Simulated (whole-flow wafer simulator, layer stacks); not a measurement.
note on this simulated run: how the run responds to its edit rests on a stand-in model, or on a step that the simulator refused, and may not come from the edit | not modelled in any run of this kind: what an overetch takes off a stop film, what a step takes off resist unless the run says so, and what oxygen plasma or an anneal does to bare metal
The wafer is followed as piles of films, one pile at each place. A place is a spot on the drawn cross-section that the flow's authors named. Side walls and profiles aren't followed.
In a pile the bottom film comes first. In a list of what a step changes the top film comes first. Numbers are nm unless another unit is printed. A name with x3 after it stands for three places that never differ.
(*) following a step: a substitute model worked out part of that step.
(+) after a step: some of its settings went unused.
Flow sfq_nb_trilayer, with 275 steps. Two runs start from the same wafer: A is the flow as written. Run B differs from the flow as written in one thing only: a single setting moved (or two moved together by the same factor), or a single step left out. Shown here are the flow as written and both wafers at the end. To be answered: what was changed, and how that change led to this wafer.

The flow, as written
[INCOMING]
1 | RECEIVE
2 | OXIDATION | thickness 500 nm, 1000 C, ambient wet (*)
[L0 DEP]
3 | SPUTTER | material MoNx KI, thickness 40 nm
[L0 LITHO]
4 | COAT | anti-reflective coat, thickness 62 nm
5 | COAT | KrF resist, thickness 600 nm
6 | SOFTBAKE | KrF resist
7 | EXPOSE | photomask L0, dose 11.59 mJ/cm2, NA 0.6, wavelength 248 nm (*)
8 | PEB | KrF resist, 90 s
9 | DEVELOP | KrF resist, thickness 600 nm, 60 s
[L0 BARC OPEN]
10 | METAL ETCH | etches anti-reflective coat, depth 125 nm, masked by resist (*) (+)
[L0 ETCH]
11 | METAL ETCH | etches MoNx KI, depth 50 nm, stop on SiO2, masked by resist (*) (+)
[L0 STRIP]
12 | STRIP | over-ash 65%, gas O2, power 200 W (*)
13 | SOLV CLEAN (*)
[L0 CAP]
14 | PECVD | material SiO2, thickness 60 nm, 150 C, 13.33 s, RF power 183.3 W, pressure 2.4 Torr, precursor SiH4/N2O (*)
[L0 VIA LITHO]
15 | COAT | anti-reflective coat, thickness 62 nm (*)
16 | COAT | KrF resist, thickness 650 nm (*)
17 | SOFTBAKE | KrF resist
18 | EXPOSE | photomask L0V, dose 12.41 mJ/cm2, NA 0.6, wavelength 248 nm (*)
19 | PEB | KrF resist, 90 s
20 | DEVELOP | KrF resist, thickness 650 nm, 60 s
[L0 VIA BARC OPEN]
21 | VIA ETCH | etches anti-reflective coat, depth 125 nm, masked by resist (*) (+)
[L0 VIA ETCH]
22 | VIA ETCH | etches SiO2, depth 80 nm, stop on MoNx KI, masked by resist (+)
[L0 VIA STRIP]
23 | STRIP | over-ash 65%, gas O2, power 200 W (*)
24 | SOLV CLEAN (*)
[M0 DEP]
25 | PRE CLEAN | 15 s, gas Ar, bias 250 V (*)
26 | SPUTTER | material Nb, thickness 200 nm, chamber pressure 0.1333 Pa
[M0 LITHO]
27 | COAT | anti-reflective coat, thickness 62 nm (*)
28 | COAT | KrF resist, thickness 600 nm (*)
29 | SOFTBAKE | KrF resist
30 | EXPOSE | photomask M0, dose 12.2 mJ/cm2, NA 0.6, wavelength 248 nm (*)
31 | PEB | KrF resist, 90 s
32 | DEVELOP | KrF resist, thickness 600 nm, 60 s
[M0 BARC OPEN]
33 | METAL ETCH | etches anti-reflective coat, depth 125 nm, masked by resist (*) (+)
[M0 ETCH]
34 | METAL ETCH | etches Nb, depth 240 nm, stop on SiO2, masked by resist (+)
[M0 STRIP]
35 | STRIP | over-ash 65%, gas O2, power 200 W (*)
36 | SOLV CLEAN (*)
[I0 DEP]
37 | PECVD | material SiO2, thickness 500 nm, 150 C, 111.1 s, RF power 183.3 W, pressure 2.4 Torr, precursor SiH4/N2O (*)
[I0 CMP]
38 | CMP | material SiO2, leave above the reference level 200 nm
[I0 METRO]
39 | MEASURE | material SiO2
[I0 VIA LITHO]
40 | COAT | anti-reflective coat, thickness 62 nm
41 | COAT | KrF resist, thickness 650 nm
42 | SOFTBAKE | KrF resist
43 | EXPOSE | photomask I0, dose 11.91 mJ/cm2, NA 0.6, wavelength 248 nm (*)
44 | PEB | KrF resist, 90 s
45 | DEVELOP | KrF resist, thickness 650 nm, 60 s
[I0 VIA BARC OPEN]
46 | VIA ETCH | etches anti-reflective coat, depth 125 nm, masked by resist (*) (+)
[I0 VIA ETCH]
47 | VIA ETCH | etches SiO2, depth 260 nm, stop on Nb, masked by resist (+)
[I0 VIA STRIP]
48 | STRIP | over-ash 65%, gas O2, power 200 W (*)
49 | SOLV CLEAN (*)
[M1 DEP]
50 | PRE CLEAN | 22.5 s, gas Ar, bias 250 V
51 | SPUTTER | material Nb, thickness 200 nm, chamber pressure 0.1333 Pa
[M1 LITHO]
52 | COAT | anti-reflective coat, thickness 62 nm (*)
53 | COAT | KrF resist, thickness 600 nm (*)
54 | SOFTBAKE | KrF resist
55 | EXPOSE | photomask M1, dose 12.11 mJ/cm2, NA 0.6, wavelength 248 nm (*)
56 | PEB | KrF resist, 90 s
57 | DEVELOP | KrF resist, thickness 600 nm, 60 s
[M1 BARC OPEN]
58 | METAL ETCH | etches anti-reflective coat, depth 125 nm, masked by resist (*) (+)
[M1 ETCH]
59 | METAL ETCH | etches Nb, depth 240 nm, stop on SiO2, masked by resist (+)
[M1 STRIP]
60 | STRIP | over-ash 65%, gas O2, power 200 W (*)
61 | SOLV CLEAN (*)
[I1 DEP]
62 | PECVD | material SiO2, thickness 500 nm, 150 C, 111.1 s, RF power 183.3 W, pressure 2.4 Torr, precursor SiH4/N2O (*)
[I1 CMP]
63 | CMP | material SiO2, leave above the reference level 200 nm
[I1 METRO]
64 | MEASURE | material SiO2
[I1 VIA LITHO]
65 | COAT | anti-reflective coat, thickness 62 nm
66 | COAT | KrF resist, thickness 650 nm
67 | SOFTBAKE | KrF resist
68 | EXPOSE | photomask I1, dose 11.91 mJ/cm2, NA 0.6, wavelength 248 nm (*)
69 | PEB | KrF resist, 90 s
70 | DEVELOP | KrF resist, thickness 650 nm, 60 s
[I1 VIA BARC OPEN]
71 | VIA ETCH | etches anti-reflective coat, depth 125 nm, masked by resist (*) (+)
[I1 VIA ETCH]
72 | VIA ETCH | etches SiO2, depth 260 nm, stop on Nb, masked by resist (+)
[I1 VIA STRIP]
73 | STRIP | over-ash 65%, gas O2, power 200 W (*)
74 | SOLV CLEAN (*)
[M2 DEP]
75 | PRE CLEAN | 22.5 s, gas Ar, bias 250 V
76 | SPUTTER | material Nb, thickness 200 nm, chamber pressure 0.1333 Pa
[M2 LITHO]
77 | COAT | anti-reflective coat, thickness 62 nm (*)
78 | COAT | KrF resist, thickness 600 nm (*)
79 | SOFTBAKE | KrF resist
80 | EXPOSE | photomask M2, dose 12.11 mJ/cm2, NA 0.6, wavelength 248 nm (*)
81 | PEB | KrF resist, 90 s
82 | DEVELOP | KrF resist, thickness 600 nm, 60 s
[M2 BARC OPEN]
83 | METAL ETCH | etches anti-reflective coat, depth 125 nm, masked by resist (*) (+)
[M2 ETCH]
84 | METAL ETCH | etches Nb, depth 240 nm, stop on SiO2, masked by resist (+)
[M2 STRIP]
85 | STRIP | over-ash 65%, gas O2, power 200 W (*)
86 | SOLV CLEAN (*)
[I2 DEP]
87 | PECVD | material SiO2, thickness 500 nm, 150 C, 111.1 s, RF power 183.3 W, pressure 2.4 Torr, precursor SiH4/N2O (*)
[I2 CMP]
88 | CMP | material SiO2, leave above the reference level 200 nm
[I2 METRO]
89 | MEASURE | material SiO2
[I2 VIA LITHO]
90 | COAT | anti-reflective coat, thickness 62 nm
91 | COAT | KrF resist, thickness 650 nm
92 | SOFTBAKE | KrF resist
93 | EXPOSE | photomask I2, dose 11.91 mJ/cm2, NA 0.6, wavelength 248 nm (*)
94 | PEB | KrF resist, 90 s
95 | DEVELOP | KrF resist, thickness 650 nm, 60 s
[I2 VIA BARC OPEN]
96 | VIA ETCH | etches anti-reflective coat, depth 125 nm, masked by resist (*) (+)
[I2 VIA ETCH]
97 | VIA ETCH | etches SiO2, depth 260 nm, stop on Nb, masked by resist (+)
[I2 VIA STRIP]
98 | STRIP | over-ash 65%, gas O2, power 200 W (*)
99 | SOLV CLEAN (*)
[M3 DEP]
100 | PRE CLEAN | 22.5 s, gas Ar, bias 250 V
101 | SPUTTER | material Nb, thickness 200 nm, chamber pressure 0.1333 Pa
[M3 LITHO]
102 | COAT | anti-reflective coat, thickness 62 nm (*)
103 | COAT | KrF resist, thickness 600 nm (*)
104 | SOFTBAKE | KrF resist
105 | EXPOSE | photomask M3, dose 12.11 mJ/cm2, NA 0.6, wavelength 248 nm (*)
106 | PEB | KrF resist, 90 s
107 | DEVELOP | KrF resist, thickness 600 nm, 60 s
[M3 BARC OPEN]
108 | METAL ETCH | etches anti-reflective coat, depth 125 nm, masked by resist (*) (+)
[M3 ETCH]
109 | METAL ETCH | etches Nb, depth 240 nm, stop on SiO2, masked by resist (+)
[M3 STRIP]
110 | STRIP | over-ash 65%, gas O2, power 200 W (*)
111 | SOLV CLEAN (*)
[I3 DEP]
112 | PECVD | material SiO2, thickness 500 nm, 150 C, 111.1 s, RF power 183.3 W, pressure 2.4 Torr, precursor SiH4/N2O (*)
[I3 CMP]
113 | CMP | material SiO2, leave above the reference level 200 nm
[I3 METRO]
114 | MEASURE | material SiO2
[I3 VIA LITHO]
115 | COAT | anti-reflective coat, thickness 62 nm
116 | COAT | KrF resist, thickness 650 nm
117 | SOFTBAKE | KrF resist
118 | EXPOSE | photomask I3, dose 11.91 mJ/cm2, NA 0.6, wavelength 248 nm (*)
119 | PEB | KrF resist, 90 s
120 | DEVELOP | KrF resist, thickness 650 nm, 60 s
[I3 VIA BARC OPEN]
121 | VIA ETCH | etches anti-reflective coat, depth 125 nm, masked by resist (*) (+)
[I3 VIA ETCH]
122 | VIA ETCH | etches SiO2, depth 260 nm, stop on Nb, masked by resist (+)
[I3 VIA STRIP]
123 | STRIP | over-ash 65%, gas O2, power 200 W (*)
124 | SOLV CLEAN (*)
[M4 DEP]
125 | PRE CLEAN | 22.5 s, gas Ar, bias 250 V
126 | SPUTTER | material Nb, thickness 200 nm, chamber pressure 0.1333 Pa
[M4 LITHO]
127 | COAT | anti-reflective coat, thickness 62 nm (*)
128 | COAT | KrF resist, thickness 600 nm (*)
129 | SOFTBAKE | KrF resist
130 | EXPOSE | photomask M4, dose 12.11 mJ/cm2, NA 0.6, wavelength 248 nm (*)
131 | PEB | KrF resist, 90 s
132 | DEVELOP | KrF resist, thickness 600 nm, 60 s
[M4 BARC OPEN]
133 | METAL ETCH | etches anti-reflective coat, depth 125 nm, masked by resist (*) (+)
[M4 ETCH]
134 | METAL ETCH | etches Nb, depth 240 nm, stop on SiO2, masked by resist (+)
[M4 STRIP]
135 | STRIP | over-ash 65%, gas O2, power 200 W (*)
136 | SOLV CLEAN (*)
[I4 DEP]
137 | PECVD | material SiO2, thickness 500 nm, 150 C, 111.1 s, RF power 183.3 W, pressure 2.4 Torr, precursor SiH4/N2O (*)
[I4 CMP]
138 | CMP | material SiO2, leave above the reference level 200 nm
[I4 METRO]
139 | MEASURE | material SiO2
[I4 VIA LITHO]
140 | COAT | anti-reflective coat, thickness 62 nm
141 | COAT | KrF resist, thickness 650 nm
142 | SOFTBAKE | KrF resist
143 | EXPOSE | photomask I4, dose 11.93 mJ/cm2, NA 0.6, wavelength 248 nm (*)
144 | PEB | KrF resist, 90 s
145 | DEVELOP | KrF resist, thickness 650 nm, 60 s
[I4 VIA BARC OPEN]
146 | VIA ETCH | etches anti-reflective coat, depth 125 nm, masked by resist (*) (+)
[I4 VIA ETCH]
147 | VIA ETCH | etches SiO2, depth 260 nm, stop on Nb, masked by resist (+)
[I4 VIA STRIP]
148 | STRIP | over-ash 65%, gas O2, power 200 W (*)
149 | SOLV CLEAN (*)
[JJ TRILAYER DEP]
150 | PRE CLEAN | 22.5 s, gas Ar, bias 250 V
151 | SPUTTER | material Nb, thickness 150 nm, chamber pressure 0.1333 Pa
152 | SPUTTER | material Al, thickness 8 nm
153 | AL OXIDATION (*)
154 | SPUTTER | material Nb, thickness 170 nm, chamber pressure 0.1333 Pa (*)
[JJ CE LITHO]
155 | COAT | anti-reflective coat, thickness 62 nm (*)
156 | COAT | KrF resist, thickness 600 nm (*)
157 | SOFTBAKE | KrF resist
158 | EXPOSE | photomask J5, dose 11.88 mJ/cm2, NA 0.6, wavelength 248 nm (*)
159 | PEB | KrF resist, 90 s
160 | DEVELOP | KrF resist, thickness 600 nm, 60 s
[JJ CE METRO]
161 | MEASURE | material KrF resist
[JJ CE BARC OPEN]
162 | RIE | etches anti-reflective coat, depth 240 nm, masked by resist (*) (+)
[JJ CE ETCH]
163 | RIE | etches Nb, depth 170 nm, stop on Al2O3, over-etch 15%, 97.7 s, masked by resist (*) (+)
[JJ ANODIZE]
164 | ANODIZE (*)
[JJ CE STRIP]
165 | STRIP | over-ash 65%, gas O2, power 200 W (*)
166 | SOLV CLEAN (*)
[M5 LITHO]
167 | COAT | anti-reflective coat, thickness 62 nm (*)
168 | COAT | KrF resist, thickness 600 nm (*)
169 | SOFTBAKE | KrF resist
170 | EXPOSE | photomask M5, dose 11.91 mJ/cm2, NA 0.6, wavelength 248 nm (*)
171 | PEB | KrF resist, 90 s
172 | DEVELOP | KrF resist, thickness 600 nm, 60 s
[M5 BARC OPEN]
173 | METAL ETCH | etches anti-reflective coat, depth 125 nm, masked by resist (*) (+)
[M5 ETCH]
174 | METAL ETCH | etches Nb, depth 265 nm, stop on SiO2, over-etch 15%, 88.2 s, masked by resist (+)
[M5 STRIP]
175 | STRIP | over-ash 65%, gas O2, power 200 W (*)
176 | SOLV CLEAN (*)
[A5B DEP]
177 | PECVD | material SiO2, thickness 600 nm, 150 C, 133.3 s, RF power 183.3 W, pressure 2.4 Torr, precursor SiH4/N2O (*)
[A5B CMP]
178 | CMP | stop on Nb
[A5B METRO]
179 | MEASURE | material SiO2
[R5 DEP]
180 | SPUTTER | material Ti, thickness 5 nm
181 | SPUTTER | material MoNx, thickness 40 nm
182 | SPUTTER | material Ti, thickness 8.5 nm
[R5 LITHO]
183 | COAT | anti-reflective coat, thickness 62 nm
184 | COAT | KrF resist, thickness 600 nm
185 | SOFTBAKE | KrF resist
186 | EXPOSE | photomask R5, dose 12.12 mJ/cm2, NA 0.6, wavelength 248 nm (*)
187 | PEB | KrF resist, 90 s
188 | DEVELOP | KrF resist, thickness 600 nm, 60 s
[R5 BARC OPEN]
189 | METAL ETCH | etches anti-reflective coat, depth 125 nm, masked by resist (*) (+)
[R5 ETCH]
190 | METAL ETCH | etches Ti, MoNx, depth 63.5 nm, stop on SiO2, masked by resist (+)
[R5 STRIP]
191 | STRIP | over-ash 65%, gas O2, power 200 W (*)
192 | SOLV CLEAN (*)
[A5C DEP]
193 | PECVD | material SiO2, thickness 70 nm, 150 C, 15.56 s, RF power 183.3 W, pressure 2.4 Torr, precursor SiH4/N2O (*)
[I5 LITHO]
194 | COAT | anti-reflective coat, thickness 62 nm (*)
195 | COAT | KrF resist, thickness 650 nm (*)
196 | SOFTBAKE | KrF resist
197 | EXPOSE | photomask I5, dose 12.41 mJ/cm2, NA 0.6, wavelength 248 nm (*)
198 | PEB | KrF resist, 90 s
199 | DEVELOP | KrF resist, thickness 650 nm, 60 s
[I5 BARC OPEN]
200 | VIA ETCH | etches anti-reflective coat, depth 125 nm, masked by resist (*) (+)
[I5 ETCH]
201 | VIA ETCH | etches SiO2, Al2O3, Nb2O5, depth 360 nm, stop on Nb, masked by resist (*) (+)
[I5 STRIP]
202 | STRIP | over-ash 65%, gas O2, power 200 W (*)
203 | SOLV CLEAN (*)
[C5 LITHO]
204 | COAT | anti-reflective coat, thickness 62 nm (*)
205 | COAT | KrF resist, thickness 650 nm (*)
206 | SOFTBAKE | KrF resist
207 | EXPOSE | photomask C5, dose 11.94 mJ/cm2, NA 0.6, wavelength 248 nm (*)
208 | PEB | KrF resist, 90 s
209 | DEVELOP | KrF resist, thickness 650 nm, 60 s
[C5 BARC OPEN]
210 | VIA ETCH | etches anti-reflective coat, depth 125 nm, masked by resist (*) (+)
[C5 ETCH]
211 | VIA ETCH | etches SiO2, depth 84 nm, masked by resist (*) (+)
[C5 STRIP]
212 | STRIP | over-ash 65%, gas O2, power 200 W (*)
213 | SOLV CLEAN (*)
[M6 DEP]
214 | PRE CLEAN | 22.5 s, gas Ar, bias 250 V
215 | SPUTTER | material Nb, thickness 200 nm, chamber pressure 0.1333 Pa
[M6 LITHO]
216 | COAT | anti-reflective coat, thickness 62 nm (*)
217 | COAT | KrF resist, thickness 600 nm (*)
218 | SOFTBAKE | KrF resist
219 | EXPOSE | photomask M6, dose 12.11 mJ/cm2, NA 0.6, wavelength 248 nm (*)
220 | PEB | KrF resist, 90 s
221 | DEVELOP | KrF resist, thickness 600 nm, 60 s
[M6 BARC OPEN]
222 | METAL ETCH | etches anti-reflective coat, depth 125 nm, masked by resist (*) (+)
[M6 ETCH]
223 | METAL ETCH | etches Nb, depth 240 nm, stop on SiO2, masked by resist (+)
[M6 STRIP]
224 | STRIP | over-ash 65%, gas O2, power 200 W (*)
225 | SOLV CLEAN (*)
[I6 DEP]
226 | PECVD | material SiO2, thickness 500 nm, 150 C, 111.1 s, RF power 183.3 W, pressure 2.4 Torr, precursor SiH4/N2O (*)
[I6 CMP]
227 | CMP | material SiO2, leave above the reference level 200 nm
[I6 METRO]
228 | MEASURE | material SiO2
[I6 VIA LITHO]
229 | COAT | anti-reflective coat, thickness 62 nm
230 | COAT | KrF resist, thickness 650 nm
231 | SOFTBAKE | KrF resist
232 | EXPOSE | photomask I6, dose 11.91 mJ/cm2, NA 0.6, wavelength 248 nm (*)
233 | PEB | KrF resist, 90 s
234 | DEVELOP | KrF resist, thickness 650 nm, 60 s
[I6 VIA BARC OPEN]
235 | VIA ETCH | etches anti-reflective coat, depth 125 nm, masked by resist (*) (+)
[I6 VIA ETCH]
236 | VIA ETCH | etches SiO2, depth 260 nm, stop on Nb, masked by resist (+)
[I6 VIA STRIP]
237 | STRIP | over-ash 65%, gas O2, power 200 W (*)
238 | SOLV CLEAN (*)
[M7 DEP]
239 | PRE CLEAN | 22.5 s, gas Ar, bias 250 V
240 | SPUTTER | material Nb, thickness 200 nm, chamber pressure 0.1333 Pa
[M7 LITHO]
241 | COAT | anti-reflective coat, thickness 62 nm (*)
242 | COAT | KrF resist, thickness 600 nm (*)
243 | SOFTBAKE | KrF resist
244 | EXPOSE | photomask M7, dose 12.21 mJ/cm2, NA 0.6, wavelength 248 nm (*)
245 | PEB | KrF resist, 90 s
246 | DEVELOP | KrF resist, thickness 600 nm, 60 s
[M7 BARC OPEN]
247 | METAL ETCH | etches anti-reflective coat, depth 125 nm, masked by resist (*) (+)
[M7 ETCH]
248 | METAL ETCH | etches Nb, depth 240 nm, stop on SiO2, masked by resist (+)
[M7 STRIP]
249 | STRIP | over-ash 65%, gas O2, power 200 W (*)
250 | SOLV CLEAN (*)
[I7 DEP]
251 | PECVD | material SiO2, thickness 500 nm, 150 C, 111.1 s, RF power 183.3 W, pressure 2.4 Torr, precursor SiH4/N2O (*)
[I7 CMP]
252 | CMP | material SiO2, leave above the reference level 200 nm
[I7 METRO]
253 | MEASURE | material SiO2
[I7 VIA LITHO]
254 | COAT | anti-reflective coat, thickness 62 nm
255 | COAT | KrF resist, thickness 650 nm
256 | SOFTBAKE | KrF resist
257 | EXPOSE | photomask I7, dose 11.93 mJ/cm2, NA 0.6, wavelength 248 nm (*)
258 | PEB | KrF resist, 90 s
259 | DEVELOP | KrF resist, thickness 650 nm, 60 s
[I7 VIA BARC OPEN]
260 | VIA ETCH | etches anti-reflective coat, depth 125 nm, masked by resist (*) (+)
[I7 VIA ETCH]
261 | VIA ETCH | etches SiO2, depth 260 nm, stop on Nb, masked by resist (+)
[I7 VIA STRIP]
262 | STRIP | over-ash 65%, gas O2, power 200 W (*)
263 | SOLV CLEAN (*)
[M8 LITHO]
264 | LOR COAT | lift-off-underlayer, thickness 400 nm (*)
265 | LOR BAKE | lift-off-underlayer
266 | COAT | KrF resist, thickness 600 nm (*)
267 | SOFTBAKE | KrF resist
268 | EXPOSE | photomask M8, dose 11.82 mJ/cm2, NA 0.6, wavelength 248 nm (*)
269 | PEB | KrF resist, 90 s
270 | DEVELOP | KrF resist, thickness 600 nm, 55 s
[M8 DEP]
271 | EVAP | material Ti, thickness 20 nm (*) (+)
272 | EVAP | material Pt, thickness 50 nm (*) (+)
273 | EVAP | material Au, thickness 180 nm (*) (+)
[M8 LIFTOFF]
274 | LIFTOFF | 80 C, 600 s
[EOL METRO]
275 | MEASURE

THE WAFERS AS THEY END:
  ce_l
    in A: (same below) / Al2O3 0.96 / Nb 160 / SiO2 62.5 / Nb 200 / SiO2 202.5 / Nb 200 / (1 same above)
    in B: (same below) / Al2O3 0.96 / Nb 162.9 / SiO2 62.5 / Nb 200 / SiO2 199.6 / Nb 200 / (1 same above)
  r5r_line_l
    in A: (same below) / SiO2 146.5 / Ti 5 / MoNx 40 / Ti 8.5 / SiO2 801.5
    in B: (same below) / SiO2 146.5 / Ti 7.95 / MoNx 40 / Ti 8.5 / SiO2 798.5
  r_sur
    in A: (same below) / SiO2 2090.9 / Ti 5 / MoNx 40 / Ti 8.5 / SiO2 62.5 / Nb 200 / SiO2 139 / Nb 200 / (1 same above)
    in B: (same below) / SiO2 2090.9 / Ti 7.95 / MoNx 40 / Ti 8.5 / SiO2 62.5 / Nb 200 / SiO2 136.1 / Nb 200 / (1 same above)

The reason: step 180, SPUTTER: thickness 7.95 nm was run, while the flow as written has thickness 5 nm.
The wafer itself shows it: r5r_line_l has Ti 7.95, and step 180 as written asks for 5 nm.

How this came from the change, step by step:
  180 | SPUTTER | material Ti, thickness 5 nm
      field_l, v_sur, via_wl and 103 more: A +5 Ti (new film) | B +7.95 Ti (new film)
  190 | METAL ETCH | etches Ti, MoNx, depth 63.5 nm, stop on SiO2, masked by resist (+)
      field_l, v_sur, via_wl and 92 more: A -8.5 Ti (all of it), -40 MoNx (all of it), -5 Ti (all of it) | B -8.5 Ti (all of it), -40 MoNx (all of it), -7.95 Ti (all of it)
      ce_l, c5j, ce_r, wl_jj: A -8.5 Ti (all of it), -40 MoNx (all of it), -5 Ti (all of it), -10 Nb | B -8.5 Ti (all of it), -40 MoNx (all of it), -7.95 Ti (all of it), -7.05 Nb
  194 | COAT | anti-reflective coat, thickness 62 nm (*)
      ce_r: A +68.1 anti-reflective coat (new film) | B +66.7 anti-reflective coat (new film)
  202 | STRIP | over-ash 65%, gas O2, power 200 W (*)
      ce_r: A -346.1 KrF resist (all of it), -68.1 anti-reflective coat (all of it) | B -345.7 KrF resist (all of it), -66.7 anti-reflective coat (all of it)
  204 | COAT | anti-reflective coat, thickness 62 nm (*)
      ce_r: A +67.2 anti-reflective coat (new film) | B +65.7 anti-reflective coat (new film)
  212 | STRIP | over-ash 65%, gas O2, power 200 W (*)
      ce_r: A -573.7 KrF resist (all of it), -67.2 anti-reflective coat (all of it) | B -573.6 KrF resist (all of it), -65.7 anti-reflective coat (all of it)
  216 | COAT | anti-reflective coat, thickness 62 nm (*)
      sp_r: A +65.9 anti-reflective coat (new film) | B +67.4 anti-reflective coat (new film)
  224 | STRIP | over-ash 65%, gas O2, power 200 W (*)
      sp_r: A -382 KrF resist (all of it), -65.9 anti-reflective coat (all of it) | B -381.9 KrF resist (all of it), -67.4 anti-reflective coat (all of it)
